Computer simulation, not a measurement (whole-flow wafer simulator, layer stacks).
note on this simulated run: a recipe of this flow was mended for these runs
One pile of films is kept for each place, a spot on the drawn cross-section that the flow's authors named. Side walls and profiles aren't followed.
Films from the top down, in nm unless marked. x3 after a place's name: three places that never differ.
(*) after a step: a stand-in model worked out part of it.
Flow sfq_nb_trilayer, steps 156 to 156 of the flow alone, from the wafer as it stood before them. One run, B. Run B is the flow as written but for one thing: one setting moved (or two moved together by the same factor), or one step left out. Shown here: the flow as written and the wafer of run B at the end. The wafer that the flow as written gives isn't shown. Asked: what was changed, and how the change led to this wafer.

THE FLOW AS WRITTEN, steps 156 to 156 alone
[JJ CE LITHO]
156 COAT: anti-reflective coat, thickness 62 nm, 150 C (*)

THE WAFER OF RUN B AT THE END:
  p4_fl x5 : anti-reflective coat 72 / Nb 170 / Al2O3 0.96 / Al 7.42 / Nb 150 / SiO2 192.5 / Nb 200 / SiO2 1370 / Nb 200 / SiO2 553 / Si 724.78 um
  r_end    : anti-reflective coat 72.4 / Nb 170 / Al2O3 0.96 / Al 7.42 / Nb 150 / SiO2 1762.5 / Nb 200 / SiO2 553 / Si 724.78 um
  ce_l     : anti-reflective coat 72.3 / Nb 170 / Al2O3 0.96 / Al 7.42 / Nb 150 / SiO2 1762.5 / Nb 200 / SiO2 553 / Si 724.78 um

The cause: step 156, COAT: thickness 72 nm was run, where the flow has thickness 62 nm.
It can be read off the wafer: p4_fl x5 has anti-reflective coat 72, and step 156 as written asks for 62 nm.

How the change led to this, step by step:
  156 COAT: anti-reflective coat, thickness 62 nm, 150 C (*)
      p4_fl x5, p4_w1 x9, p3_s0 x42, wl_j_sl x15, wl_d_m1, l0r_line_l x3, m0r_space_l x2: anti-reflective coat +72 (new film) (as written it would be: anti-reflective coat +62 (new film))
      r_end, moat, field_r, lsp_l, ln_m5, lsp_m, ln_m6, lsp_r: anti-reflective coat +72.4 (new film) (as written it would be: anti-reflective coat +62.3 (new film))
      (and at 19 more places)
